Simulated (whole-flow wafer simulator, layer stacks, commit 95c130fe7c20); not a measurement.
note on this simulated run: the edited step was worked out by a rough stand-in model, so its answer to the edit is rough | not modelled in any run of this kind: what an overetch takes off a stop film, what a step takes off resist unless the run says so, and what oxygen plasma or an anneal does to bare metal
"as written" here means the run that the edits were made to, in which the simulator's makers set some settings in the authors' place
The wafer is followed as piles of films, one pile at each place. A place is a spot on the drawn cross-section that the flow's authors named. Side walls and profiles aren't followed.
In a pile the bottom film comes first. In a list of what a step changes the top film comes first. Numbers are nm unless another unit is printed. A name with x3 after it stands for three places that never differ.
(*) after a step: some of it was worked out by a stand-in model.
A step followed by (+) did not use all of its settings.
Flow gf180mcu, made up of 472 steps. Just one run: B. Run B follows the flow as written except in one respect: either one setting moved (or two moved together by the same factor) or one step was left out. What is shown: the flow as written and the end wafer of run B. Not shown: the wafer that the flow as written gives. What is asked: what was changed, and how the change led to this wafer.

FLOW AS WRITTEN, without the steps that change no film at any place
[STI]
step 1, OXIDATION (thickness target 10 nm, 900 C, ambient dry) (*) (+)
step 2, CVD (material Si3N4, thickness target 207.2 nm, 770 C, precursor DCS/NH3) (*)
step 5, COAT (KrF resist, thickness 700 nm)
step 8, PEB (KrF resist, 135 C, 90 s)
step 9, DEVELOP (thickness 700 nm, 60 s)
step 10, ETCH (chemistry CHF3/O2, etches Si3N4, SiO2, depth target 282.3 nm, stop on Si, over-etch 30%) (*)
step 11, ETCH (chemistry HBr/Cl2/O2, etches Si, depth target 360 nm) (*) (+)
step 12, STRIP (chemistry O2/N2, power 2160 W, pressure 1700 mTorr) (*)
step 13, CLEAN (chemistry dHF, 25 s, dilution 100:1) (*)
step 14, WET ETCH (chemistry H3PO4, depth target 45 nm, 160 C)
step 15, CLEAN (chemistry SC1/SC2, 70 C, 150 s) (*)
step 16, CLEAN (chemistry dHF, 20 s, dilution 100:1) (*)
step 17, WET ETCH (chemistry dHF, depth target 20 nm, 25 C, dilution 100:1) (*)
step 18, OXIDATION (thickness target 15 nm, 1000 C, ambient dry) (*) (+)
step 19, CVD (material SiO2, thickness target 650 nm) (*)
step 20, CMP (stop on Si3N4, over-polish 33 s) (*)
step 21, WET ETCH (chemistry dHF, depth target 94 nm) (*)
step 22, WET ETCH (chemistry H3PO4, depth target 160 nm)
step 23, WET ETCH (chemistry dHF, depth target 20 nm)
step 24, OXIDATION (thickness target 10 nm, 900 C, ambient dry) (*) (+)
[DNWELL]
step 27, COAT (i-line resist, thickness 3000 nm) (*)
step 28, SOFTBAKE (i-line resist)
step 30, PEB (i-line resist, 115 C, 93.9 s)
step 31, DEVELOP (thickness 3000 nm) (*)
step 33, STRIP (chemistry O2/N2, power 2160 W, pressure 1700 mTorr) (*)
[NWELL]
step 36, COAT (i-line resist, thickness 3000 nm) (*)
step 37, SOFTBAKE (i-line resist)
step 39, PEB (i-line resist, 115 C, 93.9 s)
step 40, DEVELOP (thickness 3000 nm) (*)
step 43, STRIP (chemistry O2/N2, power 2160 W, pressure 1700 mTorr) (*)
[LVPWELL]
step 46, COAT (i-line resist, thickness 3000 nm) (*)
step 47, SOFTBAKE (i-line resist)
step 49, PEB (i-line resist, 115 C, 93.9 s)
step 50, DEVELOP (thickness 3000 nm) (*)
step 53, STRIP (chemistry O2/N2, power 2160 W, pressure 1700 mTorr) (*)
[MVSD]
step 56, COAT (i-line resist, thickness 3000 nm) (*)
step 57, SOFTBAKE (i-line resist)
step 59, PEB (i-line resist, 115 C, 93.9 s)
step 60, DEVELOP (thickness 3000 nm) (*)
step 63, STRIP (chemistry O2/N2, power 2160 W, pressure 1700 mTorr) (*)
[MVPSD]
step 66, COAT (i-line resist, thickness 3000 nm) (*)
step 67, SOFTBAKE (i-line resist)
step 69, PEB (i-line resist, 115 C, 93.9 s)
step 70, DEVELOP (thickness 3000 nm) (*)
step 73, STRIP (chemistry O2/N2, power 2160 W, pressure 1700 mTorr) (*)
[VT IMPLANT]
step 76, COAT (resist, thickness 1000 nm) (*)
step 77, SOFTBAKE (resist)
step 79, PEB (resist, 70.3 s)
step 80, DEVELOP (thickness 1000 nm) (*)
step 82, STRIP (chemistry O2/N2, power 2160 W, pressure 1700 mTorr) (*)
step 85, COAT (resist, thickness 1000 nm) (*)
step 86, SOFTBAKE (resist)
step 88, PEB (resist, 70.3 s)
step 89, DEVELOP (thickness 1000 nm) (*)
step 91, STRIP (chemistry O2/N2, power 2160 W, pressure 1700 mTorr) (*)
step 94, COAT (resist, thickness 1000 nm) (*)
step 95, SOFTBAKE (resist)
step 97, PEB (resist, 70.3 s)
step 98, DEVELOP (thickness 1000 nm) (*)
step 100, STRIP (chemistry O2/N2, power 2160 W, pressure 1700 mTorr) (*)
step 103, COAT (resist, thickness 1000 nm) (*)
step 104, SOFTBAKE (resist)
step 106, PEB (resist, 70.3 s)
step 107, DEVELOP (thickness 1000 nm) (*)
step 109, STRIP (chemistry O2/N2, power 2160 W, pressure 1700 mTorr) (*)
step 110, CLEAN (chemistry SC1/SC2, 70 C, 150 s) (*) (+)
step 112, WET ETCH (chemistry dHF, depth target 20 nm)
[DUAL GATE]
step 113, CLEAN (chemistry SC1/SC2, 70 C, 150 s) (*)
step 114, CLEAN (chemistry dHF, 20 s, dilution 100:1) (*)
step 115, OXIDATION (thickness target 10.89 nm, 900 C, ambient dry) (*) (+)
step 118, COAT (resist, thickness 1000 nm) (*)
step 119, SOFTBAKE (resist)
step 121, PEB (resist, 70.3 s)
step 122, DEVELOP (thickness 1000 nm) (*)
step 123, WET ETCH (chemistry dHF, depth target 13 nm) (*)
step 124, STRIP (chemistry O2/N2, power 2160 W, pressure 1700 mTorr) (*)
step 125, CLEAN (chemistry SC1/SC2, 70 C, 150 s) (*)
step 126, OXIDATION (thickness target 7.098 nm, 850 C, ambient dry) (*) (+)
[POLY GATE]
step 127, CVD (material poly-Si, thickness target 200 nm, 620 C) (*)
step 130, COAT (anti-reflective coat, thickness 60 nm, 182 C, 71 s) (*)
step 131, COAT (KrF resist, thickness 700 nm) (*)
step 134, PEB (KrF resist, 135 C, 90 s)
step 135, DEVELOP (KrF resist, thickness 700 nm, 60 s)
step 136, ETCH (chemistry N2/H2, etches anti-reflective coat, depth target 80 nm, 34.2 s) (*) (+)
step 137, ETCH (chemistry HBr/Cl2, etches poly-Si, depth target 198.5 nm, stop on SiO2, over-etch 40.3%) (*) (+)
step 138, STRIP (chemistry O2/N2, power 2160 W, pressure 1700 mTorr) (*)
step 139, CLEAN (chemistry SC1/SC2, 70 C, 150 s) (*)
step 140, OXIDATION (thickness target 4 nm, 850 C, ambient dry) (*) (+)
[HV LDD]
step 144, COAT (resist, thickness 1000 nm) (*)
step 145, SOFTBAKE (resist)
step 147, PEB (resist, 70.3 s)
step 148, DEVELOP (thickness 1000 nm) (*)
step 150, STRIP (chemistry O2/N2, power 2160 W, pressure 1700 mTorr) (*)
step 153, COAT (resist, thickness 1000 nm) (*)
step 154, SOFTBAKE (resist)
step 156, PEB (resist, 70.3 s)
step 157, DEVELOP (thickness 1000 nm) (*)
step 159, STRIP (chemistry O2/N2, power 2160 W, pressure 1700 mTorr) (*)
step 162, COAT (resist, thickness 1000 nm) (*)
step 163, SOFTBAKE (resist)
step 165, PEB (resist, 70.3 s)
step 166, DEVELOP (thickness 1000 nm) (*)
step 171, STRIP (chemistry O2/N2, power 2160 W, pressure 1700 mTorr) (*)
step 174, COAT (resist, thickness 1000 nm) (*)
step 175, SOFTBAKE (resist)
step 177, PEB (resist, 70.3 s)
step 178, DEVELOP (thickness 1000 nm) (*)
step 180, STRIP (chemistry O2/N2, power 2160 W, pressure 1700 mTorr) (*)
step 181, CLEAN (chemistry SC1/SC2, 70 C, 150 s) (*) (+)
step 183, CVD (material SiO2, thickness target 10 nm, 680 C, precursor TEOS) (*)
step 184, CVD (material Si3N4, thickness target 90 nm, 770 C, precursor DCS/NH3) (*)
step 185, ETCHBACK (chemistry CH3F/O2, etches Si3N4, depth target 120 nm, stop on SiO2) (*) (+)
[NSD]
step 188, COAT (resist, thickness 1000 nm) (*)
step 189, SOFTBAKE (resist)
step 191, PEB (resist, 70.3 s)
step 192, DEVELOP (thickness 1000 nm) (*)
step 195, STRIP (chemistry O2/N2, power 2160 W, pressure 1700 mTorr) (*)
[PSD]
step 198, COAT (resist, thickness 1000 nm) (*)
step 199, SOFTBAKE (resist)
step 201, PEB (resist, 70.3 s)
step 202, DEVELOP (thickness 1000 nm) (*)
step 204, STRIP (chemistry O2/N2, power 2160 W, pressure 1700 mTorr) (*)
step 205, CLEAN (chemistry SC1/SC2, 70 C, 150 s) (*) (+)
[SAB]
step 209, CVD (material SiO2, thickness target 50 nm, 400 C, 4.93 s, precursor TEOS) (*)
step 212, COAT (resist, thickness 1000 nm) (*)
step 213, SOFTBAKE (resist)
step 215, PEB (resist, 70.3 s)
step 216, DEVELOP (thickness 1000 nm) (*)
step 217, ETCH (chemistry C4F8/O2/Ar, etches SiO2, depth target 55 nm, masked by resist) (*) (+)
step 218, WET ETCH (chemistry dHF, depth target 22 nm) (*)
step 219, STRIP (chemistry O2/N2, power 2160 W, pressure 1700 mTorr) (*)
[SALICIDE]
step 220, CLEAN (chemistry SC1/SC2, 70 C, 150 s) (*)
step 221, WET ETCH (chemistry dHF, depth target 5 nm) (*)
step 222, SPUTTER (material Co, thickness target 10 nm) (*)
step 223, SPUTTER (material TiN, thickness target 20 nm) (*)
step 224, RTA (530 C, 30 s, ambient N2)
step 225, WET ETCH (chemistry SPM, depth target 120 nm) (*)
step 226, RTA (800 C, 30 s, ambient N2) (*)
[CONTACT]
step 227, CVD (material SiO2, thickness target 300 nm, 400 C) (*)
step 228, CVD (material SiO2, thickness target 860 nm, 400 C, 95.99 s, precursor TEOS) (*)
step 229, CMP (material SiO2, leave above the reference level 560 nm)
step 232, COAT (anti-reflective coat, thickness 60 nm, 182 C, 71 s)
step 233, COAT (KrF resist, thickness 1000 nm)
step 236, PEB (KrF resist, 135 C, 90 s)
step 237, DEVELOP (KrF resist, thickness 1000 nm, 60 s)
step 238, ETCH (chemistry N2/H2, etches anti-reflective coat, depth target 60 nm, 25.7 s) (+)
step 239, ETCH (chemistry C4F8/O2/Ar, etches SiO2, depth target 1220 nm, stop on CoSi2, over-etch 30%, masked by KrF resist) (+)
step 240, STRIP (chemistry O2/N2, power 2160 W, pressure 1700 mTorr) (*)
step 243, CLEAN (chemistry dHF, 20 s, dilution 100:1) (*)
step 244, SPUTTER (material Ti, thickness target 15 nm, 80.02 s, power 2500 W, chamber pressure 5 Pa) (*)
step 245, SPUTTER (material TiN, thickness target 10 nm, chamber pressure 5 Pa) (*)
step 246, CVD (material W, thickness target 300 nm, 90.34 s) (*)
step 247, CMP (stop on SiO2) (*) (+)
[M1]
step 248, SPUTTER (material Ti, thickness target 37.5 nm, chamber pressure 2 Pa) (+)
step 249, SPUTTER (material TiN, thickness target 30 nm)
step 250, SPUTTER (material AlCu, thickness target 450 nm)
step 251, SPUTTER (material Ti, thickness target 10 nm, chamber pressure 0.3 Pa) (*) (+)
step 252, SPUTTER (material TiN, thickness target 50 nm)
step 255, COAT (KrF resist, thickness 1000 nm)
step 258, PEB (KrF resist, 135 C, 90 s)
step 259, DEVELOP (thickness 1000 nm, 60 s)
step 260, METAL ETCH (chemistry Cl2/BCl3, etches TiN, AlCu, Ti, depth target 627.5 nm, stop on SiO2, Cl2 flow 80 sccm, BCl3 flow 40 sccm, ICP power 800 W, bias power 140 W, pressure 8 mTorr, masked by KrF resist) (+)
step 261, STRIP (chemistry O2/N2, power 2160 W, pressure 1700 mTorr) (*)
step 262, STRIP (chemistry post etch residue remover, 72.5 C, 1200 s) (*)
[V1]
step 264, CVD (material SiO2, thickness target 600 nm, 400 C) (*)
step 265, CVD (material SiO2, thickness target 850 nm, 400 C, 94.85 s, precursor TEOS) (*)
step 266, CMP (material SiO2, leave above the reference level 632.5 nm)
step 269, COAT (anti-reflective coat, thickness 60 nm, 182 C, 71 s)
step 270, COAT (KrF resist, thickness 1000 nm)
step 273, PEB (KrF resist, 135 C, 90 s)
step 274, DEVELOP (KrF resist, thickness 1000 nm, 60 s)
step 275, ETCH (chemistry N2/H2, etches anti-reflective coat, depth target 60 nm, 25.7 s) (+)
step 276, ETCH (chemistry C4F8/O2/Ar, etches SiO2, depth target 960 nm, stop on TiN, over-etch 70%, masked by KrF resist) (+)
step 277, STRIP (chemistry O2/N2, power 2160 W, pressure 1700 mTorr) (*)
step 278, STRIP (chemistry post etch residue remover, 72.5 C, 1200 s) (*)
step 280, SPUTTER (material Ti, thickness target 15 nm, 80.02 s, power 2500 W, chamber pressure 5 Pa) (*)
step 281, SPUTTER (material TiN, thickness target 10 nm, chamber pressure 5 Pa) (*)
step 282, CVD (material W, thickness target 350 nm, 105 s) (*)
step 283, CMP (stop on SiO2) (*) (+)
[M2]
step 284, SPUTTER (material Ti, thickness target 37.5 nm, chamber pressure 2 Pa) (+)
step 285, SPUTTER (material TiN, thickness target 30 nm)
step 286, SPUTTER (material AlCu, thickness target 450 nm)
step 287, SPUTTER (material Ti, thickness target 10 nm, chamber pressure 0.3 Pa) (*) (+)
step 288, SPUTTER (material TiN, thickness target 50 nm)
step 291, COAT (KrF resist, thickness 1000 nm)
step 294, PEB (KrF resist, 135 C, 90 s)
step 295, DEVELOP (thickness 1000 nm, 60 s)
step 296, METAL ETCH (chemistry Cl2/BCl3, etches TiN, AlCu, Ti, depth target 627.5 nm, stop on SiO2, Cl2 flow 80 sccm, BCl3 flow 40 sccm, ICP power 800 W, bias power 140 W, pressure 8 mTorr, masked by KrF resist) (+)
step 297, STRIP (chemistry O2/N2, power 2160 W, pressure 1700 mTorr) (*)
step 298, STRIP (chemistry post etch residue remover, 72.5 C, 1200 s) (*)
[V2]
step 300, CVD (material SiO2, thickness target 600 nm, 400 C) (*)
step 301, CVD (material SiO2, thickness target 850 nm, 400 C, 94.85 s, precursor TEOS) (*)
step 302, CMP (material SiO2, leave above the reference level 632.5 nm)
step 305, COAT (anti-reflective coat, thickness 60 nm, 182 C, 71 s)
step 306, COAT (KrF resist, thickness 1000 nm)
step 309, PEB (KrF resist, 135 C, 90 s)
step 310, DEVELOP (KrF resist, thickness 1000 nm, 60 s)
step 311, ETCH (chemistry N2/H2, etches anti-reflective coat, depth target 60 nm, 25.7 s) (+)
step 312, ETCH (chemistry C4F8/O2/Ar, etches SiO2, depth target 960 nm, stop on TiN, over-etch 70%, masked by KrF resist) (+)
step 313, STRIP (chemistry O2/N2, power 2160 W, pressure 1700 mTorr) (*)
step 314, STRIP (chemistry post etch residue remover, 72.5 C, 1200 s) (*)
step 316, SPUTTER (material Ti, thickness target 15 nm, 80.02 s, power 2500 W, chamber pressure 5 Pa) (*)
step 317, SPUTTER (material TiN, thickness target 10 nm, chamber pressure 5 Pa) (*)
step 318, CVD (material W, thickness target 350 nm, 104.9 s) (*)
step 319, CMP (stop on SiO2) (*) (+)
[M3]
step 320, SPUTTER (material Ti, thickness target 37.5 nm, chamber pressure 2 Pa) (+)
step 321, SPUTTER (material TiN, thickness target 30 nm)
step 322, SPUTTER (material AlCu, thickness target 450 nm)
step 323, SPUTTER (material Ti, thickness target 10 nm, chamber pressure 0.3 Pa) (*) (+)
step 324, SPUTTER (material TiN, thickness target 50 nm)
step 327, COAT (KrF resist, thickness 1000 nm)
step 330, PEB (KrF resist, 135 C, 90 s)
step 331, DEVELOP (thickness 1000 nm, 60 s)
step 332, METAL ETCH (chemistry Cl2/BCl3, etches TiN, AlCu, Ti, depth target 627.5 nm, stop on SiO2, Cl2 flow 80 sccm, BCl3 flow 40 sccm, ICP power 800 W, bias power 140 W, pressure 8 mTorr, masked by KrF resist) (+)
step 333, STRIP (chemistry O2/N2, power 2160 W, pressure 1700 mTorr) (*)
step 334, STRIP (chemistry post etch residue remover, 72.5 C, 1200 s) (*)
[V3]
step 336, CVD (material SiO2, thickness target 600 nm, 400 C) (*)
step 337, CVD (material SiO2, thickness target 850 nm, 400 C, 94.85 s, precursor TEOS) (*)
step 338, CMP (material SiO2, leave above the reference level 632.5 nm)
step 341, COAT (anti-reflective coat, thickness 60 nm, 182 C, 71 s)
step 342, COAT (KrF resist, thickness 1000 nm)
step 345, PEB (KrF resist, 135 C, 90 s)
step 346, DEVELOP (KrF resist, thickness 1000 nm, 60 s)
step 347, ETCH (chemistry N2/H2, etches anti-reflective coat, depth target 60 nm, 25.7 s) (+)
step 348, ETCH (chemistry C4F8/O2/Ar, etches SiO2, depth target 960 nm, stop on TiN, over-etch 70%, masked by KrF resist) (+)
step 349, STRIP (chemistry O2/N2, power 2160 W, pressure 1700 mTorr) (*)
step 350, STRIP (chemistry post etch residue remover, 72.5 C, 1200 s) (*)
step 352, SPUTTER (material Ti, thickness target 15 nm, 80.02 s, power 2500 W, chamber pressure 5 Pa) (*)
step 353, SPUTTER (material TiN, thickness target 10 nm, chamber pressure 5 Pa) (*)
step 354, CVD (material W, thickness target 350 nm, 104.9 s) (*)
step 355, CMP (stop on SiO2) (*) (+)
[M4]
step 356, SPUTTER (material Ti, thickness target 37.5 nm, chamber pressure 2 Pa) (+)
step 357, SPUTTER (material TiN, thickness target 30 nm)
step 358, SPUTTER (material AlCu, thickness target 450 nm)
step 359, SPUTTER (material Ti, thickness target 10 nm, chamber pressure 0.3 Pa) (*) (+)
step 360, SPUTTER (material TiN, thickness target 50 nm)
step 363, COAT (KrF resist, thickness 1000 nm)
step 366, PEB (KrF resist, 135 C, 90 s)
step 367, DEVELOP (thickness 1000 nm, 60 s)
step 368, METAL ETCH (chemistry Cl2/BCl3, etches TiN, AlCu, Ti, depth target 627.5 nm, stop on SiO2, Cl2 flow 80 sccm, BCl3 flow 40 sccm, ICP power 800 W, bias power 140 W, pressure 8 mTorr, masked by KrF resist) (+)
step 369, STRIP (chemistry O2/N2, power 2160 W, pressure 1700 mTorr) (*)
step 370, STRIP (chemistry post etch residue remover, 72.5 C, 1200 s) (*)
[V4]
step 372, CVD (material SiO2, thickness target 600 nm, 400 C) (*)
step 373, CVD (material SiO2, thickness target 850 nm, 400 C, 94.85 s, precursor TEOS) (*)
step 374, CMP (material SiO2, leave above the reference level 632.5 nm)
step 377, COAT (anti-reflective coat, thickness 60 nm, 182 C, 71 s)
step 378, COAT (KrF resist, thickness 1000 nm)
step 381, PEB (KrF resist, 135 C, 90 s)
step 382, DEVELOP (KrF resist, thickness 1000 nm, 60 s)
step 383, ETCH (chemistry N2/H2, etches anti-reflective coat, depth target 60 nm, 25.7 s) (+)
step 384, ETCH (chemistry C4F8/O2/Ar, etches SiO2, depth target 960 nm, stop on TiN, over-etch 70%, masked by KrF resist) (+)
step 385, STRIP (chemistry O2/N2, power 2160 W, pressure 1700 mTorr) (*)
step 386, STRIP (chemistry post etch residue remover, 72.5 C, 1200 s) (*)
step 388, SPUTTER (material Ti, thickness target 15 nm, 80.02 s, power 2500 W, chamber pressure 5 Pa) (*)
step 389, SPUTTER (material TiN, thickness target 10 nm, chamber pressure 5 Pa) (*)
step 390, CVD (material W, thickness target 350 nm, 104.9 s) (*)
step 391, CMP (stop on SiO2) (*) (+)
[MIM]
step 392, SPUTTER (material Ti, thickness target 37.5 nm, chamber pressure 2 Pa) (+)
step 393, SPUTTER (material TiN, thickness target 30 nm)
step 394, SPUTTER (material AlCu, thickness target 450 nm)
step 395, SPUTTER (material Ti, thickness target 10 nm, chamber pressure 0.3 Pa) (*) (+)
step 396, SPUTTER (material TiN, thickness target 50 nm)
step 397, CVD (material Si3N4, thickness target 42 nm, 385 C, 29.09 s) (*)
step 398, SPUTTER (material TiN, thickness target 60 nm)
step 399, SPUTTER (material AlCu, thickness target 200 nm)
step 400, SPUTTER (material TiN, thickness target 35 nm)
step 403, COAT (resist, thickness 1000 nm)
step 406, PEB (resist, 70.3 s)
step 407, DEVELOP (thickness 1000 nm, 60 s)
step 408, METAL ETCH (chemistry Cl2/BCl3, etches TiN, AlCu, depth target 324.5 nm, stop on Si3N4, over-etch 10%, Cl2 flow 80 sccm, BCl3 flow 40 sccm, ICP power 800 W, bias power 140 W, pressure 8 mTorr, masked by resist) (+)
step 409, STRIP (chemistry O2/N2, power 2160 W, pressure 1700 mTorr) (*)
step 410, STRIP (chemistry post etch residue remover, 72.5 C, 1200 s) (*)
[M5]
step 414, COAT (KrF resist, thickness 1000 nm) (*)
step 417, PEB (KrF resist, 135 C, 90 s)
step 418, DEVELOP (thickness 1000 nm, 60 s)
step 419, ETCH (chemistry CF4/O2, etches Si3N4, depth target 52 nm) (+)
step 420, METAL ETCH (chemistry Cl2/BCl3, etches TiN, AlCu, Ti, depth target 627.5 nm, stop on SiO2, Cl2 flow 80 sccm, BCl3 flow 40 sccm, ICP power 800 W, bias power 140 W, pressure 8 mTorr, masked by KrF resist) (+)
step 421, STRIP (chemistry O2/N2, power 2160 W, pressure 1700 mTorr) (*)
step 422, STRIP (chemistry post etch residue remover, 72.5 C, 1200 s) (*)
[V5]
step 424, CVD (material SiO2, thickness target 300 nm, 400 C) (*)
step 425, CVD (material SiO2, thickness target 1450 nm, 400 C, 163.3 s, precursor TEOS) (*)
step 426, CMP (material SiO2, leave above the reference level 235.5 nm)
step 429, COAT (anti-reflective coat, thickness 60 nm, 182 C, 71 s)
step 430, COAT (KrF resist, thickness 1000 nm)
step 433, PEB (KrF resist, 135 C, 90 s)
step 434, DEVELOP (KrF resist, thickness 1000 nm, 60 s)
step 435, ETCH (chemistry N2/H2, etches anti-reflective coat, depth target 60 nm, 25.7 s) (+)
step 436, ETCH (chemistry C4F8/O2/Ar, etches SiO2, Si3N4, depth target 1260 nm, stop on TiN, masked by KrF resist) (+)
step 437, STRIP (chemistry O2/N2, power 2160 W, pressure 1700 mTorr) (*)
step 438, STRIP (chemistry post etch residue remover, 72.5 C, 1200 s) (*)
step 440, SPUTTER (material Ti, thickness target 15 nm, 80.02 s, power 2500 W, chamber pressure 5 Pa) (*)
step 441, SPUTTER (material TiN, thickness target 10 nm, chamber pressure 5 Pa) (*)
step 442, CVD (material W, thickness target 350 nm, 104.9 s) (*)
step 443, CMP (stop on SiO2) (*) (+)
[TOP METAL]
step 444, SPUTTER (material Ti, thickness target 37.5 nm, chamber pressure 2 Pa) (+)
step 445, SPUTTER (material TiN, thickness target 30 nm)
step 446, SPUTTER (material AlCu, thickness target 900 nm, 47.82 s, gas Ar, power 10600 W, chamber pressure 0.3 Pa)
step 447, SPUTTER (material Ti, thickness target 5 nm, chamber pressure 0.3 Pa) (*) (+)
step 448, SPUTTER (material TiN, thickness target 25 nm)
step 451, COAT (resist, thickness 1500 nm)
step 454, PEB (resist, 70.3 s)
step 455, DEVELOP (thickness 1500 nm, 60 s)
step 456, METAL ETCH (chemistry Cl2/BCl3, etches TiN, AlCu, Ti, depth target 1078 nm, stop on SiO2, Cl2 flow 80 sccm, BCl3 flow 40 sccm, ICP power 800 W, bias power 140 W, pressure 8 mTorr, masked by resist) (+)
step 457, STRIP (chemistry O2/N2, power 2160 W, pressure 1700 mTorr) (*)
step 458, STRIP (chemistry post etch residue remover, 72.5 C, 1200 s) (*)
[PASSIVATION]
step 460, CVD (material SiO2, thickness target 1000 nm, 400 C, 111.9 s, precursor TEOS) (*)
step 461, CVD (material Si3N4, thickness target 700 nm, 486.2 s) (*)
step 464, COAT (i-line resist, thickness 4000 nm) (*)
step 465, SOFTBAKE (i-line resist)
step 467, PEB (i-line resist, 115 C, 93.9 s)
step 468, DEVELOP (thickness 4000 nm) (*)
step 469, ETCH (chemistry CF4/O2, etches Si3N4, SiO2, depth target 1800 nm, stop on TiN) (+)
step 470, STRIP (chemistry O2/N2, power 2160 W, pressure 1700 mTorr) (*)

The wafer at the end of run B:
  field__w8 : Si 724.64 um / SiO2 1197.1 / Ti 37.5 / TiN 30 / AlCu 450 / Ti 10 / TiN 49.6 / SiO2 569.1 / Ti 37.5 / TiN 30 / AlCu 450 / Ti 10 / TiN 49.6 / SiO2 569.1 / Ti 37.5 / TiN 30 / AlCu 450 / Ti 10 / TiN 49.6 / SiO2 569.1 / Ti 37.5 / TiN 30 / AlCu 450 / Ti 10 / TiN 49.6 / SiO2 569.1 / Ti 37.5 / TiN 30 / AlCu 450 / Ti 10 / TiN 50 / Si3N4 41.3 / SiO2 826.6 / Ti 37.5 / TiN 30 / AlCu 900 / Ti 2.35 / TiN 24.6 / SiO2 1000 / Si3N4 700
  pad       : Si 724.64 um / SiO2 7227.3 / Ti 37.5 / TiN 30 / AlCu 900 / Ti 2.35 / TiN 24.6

The reason: step 447, SPUTTER: thickness target 2.35 nm was run, though the flow has thickness target 5 nm.
One can read it off the wafer: field__w8 has Ti 2.35, and step 447 as written asks for 5 nm.

Step by step, how the change led to this:
  step 447, SPUTTER (material Ti, thickness target 5 nm, chamber pressure 0.3 Pa) (*) (+)
      field, field__w1, field__w2 and 109 more: +2.35 Ti (new film) (as written it would have been: +5 Ti (new film))
  step 456, METAL ETCH (chemistry Cl2/BCl3, etches TiN, AlCu, Ti, depth target 1078 nm, stop on SiO2, Cl2 flow 80 sccm, BCl3 flow 40 sccm, ICP power 800 W, bias power 140 W, pressure 8 mTorr, masked by resist) (+)
      field, field__w1, field__w2 and 103 more: -25 TiN (all of it), -2.35 Ti (all of it), -900 AlCu (all of it), -30 TiN (all of it), -37.5 Ti (all of it) (as written it would have been: -25 TiN (all of it), -5 Ti (all of it), -900 AlCu (all of it), -30 TiN (all of it), -37.5 Ti (all of it))
